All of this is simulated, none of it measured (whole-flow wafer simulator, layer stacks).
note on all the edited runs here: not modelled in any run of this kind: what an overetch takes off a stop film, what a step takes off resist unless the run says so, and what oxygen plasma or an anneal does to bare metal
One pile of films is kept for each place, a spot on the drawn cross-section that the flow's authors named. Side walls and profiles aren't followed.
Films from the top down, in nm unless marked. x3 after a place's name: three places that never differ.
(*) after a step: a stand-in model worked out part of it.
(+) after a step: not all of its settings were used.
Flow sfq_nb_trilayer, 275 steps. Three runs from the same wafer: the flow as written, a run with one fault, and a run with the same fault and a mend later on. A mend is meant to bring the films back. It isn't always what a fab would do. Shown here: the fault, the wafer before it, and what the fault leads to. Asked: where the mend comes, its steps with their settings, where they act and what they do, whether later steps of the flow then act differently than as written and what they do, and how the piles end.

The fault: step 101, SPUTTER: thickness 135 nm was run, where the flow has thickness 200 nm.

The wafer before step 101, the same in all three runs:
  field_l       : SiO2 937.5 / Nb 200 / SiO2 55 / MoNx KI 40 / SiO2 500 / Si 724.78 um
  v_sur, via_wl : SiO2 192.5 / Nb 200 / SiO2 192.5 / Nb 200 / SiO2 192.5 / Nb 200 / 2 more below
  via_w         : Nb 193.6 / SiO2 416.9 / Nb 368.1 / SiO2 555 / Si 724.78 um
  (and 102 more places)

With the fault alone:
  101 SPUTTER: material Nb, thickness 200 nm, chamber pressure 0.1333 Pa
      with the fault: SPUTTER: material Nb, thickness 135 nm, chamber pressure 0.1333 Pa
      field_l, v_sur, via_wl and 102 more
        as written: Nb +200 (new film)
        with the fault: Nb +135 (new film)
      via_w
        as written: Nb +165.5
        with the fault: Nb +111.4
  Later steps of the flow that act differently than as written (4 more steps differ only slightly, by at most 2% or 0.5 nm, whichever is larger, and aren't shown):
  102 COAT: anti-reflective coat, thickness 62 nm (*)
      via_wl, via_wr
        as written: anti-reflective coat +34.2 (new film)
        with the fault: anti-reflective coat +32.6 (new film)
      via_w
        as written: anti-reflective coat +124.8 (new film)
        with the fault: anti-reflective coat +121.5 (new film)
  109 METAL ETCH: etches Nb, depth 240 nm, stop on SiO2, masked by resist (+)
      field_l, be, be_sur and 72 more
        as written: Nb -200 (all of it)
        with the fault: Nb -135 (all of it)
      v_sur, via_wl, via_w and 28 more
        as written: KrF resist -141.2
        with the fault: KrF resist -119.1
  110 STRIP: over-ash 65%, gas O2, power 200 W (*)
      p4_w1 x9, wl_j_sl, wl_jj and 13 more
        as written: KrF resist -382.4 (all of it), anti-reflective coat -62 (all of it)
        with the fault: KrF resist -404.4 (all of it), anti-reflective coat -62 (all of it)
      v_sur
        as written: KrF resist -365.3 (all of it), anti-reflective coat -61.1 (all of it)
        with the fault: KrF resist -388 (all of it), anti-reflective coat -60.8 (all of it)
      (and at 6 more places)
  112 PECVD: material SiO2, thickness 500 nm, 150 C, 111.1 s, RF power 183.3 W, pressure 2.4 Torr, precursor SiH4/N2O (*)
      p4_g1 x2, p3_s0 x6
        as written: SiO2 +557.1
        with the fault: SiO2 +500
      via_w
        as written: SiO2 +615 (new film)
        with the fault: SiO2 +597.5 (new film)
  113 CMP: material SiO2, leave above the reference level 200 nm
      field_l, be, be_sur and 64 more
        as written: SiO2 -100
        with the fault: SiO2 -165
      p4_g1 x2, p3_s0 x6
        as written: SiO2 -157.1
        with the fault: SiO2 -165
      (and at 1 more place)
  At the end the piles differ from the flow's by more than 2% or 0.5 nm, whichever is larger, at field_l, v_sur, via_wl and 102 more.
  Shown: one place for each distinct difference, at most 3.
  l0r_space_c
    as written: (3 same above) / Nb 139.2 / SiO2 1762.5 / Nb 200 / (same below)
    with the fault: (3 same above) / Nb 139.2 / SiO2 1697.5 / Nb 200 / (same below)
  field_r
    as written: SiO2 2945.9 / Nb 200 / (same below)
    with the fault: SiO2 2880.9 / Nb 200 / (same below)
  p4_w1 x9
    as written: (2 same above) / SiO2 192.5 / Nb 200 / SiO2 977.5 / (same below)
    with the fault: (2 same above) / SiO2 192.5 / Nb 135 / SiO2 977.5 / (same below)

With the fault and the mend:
  The mend comes after step 107.
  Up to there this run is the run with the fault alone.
  107a STRIP: over-ash 65%, gas O2, power 200 W (*)
      p4_fl x3, p4_g1 x2, p3_s0 x6 and 42 more
        anti-reflective coat -62 (all of it)
      p4_w1 x9, wl_j_sl, wl_jj and 13 more
        KrF resist -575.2 (all of it), anti-reflective coat -62 (all of it)
      r_sur, res, r_end and 9 more
        anti-reflective coat -61.8 (all of it)
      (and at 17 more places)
  107b SPUTTER: material Nb, thickness 65 nm, chamber pressure 0.1333 Pa (the flow's step 101 once more, with other settings)
      field_l, v_sur, via_wl and 102 more
        Nb +65
      via_w
        Nb +51.2
  107c COAT: anti-reflective coat, thickness 62 nm (*) (the flow's step 102 once more)
      p4_fl x3, p4_w1 x9, p4_g1 x2 and 63 more
        anti-reflective coat +62 (new film)
      res, r_end, moat and 8 more
        anti-reflective coat +61.8 (new film)
      jj_sur, ce_l, c5j, ce_r, sp_r, be_r, r_sur
        anti-reflective coat +61.7 (new film)
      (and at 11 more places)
  107d COAT: KrF resist, thickness 600 nm (*) (the flow's step 103 once more)
      p4_fl x3, p4_w1 x9, p4_g1 x2 and 63 more
        KrF resist +600 (new film)
      r_end, moat, field_r, lsp_l, lsp_r, l0_sur
        KrF resist +599.4 (new film)
      be_r, r_sur, res, l0v
        KrF resist +599.3 (new film)
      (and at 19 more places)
  107e SOFTBAKE: KrF resist (the flow's step 104 once more)
      changes no film at any place that is followed
  107f EXPOSE: photomask M3, dose 12.11 mJ/cm2, NA 0.6, wavelength 248 nm (*) (the flow's step 105 once more)
      changes no film at any place that is followed
  107g PEB: KrF resist, 90 s (the flow's step 106 once more)
      wire, be, be_sur and 96 more
        KrF resist -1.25
      field_l, via_v
        KrF resist -1.24
      via_wl, via_wr
        KrF resist -1.26
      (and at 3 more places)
  107h DEVELOP: KrF resist, thickness 600 nm, 60 s (the flow's step 107 once more)
      p4_fl x3, p4_g1 x2, p3_s0 x6 and 42 more
        KrF resist -598.7 (all of it)
      v_sur, via_wl, via_w and 28 more
        KrF resist -23.5
      field_r, lsp_l, ln_m5, lsp_m, ln_m6, lsp_r, l0_sur
        KrF resist -598.2 (all of it)
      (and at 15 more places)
  No later step of the flow acts differently than as written, at any place that is followed, by more than 2% or 0.5 nm, whichever is larger.
  At the end the piles differ from the flow's only slightly at the places that both follow, by at most 2% or 0.5 nm, whichever is larger.
